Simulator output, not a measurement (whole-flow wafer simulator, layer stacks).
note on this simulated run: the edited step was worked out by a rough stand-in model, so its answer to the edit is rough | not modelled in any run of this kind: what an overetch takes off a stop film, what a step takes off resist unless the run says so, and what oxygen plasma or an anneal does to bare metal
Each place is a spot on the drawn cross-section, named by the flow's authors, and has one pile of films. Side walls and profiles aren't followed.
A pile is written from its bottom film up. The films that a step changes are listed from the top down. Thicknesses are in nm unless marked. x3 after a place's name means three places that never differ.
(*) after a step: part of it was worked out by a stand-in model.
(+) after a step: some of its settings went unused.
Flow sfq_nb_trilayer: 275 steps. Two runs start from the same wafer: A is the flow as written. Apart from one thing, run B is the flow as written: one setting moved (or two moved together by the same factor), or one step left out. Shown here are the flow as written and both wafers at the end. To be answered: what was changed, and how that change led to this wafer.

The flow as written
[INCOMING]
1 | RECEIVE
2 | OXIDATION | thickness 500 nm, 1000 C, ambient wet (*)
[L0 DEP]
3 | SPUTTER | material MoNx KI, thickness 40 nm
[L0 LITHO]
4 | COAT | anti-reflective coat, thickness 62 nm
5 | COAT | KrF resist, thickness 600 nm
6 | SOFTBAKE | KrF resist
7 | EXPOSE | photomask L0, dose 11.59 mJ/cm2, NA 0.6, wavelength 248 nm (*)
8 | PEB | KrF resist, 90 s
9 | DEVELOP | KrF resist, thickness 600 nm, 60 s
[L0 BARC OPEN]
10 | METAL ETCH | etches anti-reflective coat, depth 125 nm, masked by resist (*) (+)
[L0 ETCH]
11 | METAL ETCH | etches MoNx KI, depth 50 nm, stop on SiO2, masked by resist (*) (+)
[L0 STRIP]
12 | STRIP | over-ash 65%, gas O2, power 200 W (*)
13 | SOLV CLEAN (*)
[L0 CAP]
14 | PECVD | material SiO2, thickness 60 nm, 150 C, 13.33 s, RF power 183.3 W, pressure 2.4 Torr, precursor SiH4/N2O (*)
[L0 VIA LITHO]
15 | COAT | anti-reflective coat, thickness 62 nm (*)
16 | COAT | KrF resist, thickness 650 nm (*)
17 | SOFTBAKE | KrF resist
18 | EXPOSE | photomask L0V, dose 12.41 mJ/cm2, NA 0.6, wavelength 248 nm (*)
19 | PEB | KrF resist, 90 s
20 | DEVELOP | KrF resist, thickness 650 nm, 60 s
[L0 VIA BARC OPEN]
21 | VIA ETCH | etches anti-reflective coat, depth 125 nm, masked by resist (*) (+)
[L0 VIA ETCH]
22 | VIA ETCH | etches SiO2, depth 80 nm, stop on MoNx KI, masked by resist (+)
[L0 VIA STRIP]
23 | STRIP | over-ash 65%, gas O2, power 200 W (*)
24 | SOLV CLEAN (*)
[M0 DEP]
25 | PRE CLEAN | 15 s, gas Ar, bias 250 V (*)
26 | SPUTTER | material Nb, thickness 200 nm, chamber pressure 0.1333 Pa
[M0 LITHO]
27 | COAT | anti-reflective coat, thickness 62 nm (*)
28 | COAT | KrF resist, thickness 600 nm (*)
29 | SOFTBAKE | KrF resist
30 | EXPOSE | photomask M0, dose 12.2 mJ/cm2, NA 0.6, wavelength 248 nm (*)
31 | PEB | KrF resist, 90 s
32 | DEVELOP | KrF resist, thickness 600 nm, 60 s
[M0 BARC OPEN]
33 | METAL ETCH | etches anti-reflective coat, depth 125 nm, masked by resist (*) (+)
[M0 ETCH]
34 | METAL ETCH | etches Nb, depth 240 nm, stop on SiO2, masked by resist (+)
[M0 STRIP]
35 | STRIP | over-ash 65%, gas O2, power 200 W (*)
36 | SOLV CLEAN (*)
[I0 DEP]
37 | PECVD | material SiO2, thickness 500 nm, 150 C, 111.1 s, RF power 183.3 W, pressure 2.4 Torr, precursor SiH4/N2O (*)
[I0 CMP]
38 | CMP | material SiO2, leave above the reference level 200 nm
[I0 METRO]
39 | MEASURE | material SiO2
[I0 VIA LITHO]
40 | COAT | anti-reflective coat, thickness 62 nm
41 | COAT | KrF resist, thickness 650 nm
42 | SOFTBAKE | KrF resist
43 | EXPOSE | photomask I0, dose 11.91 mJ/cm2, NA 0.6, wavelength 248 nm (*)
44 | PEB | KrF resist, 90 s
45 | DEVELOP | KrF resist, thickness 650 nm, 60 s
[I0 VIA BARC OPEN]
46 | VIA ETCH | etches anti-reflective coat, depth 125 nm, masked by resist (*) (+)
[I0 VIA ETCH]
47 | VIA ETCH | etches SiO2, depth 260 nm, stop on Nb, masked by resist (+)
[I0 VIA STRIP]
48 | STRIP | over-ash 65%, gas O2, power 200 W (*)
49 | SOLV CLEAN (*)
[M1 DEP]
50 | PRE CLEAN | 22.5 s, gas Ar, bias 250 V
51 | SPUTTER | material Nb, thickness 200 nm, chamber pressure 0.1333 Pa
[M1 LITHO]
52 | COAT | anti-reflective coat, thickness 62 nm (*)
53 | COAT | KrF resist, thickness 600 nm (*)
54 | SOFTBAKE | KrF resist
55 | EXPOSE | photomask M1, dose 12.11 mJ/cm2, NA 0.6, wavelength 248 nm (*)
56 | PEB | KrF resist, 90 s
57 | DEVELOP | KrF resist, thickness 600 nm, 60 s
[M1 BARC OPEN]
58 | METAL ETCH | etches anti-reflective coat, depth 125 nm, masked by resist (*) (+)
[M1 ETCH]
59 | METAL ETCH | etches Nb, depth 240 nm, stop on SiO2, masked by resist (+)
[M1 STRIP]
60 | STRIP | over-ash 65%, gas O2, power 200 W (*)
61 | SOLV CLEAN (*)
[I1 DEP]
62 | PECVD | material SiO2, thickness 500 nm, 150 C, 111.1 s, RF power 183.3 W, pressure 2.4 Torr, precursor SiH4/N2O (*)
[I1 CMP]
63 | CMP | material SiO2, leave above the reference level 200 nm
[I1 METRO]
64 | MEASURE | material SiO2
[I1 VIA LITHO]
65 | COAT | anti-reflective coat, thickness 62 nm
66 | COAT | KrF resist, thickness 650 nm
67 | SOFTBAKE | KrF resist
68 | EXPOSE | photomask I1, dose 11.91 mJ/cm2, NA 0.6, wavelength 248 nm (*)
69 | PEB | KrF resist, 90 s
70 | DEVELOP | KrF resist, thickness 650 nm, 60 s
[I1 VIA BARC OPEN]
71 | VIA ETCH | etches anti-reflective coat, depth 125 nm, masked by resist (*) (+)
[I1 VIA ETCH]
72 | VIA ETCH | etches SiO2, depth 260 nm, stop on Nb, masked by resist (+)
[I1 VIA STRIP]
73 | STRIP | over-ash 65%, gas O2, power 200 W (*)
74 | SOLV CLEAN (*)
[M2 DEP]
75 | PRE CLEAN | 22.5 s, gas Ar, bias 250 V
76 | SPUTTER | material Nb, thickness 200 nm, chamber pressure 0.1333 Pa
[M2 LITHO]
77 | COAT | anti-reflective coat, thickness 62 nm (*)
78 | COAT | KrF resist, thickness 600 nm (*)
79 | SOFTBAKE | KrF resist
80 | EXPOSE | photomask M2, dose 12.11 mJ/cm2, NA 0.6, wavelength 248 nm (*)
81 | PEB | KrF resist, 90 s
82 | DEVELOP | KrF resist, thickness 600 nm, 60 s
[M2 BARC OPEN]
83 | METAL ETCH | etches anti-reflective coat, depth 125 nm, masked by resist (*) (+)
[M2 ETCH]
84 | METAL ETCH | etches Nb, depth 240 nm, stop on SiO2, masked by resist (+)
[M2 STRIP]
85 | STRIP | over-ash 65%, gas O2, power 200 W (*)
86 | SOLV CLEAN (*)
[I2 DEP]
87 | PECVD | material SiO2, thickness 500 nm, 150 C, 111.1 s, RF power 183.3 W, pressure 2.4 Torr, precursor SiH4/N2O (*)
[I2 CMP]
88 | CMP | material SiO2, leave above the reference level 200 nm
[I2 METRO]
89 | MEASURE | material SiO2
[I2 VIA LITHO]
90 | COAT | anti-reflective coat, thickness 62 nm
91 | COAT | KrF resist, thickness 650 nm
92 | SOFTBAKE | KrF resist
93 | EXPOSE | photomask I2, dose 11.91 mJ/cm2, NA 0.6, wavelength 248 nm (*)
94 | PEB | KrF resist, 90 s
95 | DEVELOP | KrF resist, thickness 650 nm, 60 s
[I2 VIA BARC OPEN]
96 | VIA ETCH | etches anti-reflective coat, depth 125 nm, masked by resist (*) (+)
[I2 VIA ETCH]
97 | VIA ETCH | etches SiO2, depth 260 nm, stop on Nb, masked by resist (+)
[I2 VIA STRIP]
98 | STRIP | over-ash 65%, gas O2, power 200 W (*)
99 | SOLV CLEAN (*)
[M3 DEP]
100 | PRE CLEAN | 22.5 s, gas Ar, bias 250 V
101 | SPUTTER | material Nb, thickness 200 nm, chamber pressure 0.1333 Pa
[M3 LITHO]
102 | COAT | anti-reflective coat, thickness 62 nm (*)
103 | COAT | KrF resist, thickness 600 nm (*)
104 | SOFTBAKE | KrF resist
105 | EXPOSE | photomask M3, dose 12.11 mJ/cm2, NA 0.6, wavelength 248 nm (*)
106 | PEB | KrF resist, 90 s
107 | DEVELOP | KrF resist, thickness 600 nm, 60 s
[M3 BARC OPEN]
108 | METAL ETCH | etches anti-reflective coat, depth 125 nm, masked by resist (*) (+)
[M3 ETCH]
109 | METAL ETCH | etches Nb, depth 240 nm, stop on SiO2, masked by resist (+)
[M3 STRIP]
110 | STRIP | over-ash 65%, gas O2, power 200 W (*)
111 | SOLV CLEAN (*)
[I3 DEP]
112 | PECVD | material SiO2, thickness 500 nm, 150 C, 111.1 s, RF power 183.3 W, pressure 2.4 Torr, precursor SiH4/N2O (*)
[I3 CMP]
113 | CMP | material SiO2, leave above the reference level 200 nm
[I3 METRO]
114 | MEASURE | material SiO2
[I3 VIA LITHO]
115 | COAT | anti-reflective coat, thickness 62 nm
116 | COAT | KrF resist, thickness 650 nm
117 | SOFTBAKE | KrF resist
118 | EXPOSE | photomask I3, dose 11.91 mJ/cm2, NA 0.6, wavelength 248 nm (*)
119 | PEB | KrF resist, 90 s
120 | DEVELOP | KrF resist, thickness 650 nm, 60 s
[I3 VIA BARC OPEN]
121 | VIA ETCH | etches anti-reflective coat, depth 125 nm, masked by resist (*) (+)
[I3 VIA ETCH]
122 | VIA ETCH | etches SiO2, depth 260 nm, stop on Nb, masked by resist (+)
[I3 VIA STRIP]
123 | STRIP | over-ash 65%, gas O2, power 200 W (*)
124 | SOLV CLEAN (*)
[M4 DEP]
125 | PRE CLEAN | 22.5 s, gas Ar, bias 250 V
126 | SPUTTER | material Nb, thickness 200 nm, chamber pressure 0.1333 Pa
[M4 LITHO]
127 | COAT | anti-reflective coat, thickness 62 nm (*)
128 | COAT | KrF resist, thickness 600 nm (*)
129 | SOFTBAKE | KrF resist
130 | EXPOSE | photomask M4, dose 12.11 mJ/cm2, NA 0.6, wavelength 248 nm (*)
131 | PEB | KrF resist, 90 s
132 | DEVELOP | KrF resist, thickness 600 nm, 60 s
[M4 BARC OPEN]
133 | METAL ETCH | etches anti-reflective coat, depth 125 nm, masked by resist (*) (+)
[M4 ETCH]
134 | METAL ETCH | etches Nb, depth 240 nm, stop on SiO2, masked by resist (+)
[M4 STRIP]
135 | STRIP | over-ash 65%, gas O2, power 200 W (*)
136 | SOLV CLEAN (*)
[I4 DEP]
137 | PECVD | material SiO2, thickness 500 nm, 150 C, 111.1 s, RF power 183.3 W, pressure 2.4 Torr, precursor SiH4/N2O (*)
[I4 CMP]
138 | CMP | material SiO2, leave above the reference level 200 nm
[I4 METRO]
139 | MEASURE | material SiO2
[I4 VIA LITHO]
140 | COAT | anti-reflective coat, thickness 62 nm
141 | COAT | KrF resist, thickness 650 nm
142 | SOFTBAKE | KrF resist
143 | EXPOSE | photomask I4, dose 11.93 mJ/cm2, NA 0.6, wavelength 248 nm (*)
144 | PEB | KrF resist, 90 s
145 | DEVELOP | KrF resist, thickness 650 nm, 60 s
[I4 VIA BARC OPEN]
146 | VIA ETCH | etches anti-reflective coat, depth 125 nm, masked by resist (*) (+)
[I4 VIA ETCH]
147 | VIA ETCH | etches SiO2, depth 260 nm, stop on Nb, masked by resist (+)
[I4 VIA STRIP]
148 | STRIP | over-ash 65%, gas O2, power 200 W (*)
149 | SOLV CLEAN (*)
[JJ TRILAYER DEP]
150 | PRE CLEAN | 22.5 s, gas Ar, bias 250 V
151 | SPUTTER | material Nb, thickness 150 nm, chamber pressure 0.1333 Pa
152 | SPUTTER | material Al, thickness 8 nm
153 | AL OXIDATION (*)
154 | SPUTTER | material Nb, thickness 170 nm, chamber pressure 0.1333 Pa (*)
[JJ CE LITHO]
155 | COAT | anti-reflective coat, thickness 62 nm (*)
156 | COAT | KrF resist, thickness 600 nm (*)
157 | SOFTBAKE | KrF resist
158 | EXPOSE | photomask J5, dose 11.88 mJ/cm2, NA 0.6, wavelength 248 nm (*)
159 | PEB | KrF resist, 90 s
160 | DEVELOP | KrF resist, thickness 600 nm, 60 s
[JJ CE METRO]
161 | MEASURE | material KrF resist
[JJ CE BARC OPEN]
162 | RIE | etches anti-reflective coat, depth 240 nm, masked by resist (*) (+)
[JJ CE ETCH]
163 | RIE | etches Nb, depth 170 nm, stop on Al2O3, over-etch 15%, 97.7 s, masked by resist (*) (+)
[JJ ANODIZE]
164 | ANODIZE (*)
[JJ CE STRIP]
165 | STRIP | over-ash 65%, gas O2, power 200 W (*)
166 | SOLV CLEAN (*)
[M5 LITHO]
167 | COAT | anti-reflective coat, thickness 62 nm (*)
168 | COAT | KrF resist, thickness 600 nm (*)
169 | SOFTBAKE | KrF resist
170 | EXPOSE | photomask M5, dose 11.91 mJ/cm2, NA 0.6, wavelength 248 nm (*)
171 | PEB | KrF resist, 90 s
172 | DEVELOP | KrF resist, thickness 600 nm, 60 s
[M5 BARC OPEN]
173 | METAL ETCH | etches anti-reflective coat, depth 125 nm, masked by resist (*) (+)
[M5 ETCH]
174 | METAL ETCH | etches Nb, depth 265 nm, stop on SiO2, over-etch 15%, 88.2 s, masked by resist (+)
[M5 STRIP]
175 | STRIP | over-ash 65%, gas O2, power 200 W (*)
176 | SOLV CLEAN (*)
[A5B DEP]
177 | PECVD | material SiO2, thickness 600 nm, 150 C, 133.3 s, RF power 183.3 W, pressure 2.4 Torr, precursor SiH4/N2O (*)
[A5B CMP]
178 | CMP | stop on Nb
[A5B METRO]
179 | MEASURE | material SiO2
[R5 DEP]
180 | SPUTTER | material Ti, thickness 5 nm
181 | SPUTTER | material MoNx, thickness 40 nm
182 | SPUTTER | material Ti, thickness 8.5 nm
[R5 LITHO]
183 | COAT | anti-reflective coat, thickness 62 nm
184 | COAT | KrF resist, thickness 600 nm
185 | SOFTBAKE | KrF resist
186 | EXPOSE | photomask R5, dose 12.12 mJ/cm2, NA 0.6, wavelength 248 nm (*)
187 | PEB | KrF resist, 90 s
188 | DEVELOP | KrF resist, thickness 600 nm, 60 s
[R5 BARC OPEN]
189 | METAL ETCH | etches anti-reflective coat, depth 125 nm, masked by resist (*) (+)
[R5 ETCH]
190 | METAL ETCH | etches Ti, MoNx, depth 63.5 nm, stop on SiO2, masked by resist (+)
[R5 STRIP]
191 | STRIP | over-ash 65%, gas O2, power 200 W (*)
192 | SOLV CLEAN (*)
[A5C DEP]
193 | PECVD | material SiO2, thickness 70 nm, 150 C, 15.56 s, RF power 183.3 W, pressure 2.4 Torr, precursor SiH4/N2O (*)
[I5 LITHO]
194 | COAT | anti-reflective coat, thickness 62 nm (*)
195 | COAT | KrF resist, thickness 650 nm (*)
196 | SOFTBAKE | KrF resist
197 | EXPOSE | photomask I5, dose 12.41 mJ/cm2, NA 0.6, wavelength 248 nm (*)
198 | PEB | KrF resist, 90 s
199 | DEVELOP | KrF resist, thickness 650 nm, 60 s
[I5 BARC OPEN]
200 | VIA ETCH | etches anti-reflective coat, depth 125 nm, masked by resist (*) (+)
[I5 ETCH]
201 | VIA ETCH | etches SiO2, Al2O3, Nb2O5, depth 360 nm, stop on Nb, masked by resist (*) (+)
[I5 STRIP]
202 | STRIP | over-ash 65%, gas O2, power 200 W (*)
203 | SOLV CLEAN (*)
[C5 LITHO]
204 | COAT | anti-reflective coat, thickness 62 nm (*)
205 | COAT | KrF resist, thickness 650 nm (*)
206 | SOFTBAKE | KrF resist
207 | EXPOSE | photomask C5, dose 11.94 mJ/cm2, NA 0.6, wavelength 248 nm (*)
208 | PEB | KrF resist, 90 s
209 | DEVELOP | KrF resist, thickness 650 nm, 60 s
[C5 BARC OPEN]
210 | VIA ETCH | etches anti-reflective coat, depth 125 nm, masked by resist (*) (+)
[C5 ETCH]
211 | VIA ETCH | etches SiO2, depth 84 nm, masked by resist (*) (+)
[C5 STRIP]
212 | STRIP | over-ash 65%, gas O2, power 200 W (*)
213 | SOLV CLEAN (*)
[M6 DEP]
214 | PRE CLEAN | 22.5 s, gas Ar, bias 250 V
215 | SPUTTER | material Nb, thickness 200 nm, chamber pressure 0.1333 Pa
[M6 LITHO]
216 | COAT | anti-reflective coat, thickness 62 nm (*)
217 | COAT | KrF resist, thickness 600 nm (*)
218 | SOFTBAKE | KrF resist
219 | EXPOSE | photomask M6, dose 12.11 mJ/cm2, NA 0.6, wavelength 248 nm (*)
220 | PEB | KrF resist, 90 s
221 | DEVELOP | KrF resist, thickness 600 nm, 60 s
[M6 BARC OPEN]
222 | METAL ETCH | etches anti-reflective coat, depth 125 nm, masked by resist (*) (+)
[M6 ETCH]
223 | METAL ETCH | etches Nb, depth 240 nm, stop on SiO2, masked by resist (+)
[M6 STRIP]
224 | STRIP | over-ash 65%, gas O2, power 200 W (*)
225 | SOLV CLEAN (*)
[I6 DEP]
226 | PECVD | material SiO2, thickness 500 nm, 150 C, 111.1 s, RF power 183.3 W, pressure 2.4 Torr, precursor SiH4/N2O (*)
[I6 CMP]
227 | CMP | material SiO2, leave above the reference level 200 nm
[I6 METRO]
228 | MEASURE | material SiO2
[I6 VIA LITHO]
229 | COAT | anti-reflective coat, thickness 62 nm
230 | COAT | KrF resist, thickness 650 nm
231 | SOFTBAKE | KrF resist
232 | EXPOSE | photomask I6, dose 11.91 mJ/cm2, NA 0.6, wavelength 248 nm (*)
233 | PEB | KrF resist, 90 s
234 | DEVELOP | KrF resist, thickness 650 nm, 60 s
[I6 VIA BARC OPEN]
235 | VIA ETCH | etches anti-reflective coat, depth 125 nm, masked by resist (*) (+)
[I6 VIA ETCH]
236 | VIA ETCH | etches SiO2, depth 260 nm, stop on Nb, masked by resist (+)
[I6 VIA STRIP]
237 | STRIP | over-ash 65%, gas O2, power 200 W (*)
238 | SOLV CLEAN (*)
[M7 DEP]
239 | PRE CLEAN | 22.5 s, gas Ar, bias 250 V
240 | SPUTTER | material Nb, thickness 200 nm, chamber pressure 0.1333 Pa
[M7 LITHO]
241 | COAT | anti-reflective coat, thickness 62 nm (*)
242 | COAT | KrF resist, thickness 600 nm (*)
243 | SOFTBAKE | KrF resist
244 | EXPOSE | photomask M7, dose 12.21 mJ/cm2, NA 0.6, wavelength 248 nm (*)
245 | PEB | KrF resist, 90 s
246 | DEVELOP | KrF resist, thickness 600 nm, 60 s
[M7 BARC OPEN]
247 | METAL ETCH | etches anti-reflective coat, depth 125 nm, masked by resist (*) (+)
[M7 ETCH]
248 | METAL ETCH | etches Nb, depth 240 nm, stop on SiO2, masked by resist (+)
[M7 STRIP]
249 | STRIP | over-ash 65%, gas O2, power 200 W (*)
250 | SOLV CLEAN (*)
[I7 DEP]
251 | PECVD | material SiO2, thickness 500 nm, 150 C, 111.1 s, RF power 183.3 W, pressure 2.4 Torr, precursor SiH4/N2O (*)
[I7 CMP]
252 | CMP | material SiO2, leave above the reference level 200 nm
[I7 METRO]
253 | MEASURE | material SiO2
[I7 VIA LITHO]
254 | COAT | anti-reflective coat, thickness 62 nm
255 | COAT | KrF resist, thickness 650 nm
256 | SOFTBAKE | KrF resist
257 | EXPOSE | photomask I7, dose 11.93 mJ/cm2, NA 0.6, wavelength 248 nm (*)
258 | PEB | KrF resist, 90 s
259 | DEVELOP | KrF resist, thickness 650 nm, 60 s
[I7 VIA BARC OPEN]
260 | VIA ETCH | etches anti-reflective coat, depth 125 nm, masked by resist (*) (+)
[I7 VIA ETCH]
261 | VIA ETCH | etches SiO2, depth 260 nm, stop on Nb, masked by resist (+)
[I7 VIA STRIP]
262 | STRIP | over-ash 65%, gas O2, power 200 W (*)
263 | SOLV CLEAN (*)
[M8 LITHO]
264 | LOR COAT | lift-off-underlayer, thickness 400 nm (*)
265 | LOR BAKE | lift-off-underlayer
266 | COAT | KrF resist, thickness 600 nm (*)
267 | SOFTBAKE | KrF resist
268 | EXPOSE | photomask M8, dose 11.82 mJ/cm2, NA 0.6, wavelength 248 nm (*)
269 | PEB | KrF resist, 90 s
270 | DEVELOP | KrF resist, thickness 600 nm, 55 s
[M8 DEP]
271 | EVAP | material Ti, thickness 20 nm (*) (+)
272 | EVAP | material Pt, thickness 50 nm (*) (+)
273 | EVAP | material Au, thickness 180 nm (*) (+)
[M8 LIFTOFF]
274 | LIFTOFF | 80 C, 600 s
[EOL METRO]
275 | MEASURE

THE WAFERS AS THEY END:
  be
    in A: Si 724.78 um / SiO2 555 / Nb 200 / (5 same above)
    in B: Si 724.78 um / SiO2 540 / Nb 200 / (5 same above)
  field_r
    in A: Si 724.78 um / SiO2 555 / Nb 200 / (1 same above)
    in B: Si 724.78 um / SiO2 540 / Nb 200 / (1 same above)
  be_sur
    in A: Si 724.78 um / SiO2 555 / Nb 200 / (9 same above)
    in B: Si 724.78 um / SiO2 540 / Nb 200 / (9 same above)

The reason: step 14, PECVD: thickness 45 nm was run, though the flow has thickness 60 nm; step 14, PECVD: 10 s was run, where the flow has 13.33 s.

The path from the change to this, step by step:
  14 | PECVD | material SiO2, thickness 60 nm, 150 C, 13.33 s, RF power 183.3 W, pressure 2.4 Torr, precursor SiH4/N2O (*)
      v_sur, via_wl, via_w and 97 more: A +60 SiO2 | B +45 SiO2
      field_l, l0_sur, l0v, l0r_line_l, l0r_line_c, l0r_line_r: A +60 SiO2 (new film) | B +45 SiO2 (new film)
  22 | VIA ETCH | etches SiO2, depth 80 nm, stop on MoNx KI, masked by resist (+)
      field_l, v_sur, via_wl and 102 more: A -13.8 KrF resist | B -11.6 KrF resist
      l0v: A -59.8 SiO2 (all of it) | B -44.8 SiO2 (all of it)
  26 | SPUTTER | material Nb, thickness 200 nm, chamber pressure 0.1333 Pa
      l0v: A +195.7 Nb (new film) | B +200 Nb (new film)
  27 | COAT | anti-reflective coat, thickness 62 nm (*)
      l0_sur: A +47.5 anti-reflective coat (new film) | B +49.1 anti-reflective coat (new film)
      l0v: A +78 anti-reflective coat (new film) | B +73 anti-reflective coat (new film)
  35 | STRIP | over-ash 65%, gas O2, power 200 W (*)
      l0_sur: A -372 KrF resist (all of it), -47.5 anti-reflective coat (all of it) | B -373.2 KrF resist (all of it), -49.1 anti-reflective coat (all of it)
      l0v: A -405.3 KrF resist (all of it), -78 anti-reflective coat (all of it) | B -394.9 KrF resist (all of it), -73 anti-reflective coat (all of it)
  38 | CMP | material SiO2, leave above the reference level 200 nm
      l0v: A -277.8 SiO2 | B -297.1 SiO2
